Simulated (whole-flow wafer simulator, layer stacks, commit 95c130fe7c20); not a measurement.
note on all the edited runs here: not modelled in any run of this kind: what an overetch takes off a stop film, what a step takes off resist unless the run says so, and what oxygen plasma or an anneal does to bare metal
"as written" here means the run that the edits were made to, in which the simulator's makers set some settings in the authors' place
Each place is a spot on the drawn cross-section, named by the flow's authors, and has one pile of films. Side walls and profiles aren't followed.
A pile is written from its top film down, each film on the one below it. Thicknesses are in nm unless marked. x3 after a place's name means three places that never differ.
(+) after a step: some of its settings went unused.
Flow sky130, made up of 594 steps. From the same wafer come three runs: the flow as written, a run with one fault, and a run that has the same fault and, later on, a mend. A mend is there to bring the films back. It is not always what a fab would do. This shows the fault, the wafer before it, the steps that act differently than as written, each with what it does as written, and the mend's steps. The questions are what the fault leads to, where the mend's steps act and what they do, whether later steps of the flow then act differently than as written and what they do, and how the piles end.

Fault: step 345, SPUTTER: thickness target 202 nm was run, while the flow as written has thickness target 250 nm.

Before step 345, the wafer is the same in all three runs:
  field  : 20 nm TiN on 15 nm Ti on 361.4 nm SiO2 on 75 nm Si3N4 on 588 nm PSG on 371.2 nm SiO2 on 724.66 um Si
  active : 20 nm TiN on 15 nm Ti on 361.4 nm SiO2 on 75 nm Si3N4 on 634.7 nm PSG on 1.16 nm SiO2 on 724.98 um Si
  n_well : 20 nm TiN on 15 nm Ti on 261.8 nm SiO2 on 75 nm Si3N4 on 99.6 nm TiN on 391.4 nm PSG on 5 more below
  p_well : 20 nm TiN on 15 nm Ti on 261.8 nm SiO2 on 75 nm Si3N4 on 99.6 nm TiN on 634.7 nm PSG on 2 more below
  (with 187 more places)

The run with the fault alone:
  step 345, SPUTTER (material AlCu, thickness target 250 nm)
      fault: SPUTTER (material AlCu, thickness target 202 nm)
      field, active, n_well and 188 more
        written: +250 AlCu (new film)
        fault: +202 AlCu (new film)
  Steps further on in the flow that do not act as written (not shown: 3 more steps that differ only slightly, by at most 2% or 0.5 nm, whichever is larger):
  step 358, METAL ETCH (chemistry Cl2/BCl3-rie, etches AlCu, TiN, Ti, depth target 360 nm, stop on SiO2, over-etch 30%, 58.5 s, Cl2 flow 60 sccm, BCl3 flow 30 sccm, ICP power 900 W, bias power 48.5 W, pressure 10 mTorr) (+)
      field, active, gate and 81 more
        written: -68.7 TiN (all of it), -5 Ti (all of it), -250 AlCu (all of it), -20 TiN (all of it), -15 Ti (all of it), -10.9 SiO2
        fault: -68.7 TiN (all of it), -5 Ti (all of it), -202 AlCu (all of it), -20 TiN (all of it), -15 Ti (all of it), -15.7 SiO2
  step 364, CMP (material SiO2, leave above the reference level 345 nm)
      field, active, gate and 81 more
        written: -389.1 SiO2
        fault: -432.3 SiO2
  The piles end different from the flow's at n_well, p_well, gate_hv and 116 more by more than 2% or 0.5 nm, whichever is larger.
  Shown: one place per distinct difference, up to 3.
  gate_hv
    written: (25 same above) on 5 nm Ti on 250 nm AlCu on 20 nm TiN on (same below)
    fault: (25 same above) on 5 nm Ti on 202 nm AlCu on 20 nm TiN on (same below)
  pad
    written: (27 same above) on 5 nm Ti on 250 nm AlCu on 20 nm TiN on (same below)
    fault: (27 same above) on 5 nm Ti on 202 nm AlCu on 20 nm TiN on (same below)
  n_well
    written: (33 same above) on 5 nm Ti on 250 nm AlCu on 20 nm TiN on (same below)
    fault: (33 same above) on 5 nm Ti on 202 nm AlCu on 20 nm TiN on (same below)

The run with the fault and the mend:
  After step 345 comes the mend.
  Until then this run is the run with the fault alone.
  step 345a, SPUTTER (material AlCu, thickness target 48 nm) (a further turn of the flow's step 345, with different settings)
      field, active, n_well and 188 more
        +48 AlCu
  Every later step of the flow that is run acts as written at every place that is followed.
  The piles end the same as the flow's at every place that both follow.
